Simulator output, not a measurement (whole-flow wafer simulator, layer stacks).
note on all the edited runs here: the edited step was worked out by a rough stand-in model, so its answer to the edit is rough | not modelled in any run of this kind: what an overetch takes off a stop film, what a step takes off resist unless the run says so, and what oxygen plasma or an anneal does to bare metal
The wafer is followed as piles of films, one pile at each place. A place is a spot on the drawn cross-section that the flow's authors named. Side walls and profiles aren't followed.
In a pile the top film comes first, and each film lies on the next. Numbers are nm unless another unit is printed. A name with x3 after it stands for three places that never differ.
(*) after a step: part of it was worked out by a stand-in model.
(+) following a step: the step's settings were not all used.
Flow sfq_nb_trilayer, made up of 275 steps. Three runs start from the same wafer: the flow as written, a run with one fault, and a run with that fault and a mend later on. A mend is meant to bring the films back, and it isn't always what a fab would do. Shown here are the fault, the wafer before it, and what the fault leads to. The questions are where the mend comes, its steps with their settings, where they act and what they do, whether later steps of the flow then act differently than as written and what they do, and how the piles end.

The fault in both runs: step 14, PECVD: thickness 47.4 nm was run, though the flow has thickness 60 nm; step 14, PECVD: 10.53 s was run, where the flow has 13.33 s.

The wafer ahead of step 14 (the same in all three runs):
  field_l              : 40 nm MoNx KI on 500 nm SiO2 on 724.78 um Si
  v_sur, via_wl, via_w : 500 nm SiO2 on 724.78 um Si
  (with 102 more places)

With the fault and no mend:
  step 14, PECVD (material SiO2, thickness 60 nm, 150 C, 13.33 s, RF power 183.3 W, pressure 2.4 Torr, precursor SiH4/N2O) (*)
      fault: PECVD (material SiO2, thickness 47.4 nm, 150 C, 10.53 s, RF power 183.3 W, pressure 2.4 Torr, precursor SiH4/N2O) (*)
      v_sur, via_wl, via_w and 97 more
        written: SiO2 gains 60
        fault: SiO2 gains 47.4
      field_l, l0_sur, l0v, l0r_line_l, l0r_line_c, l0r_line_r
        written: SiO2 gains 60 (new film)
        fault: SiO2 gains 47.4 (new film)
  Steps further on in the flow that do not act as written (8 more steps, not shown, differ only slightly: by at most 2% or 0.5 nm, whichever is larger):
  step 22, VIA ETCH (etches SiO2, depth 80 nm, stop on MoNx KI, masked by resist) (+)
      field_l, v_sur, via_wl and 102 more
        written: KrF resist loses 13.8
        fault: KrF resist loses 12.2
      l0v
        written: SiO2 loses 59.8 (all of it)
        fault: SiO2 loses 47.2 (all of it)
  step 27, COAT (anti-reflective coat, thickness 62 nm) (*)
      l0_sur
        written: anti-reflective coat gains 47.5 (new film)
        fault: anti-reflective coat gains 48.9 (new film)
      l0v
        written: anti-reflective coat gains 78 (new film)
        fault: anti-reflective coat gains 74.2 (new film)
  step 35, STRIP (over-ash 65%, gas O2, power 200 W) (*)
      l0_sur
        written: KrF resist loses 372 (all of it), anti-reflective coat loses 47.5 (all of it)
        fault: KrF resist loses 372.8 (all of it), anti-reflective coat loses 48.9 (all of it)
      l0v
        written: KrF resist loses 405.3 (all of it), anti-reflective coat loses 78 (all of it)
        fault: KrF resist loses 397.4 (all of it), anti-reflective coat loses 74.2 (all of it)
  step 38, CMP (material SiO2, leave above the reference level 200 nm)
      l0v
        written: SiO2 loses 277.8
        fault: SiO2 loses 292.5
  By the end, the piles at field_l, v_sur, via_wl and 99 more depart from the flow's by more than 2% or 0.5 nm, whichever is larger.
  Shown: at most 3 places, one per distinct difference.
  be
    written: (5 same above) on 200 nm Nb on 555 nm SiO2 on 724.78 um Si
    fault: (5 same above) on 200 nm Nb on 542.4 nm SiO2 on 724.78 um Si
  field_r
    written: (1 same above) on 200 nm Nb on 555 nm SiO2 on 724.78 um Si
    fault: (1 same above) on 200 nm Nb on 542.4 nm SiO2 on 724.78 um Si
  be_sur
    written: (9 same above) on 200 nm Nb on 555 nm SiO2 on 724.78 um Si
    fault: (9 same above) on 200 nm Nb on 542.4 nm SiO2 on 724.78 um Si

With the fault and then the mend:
  After step 20 comes the mend.
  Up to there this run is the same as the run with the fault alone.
  step 20a, STRIP (over-ash 65%, gas O2, power 200 W) (*)
      p4_fl x3, p4_w1 x9, p4_g1 x2 and 59 more
        KrF resist loses 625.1 (all of it), anti-reflective coat loses 62 (all of it)
      jj_sur, ce_l, c5j, ce_r, sp_r, be_r, r_sur
        KrF resist loses 632 (all of it), anti-reflective coat loses 63.7 (all of it)
      be, moat
        KrF resist loses 632.3 (all of it), anti-reflective coat loses 63.8 (all of it)
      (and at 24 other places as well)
  step 20b, PECVD (material SiO2, thickness 12.6 nm, 150 C, 2.8 s, RF power 183.3 W, pressure 2.4 Torr, precursor SiH4/N2O) (a further turn of the flow's step 14, with different settings)
      field_l, v_sur, via_wl and 103 more
        SiO2 gains 12.6
  step 20c, COAT (anti-reflective coat, thickness 62 nm) (*) (a further turn of the flow's step 15)
      p4_fl x3, p4_w1 x9, p4_g1 x2 and 59 more
        anti-reflective coat gains 62 (new film)
      be_sur, gap, jj_sur and 8 more
        anti-reflective coat gains 63.7 (new film)
      wire, be, moat, field_r, lsp_l
        anti-reflective coat gains 63.8 (new film)
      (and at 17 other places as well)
  step 20d, COAT (KrF resist, thickness 650 nm) (*) (a further turn of the flow's step 16)
      p4_fl x3, p4_w1 x9, p4_g1 x2 and 59 more
        KrF resist gains 650 (new film)
      jj_sur, ce_l, c5j, ce_r, sp_r, be_r, r_sur
        KrF resist gains 656.9 (new film)
      l0r_line_l, l0r_line_c, l0r_line_r
        KrF resist gains 646 (new film)
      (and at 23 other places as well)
  step 20e, SOFTBAKE (KrF resist) (a further turn of the flow's step 17)
      alters no film at any place that is followed
  step 20f, EXPOSE (photomask L0V, dose 12.41 mJ/cm2, NA 0.6, wavelength 248 nm) (*) (a further turn of the flow's step 18)
      alters no film at any place that is followed
  step 20g, PEB (KrF resist, 90 s) (a further turn of the flow's step 19)
      p4_fl x3, p4_w1 x9, p4_g1 x2 and 59 more
        KrF resist loses 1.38
      via_v, wire, be and 15 more
        KrF resist loses 1.39
      v_sur, via_w, via_wr, via_sp, lsp_m, ln_m6, lsp_r
        KrF resist loses 1.4
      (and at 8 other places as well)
  step 20h, DEVELOP (KrF resist, thickness 650 nm, 60 s) (a further turn of the flow's step 20)
      field_l, v_sur, via_wl and 102 more
        KrF resist loses 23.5
      l0v
        KrF resist loses 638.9 (all of it)
  Every later step of the flow that is run acts as written, at every place that is followed, to within 2% or 0.5 nm, whichever is larger.
  At every place that both follow, the piles at the end match the flow's.
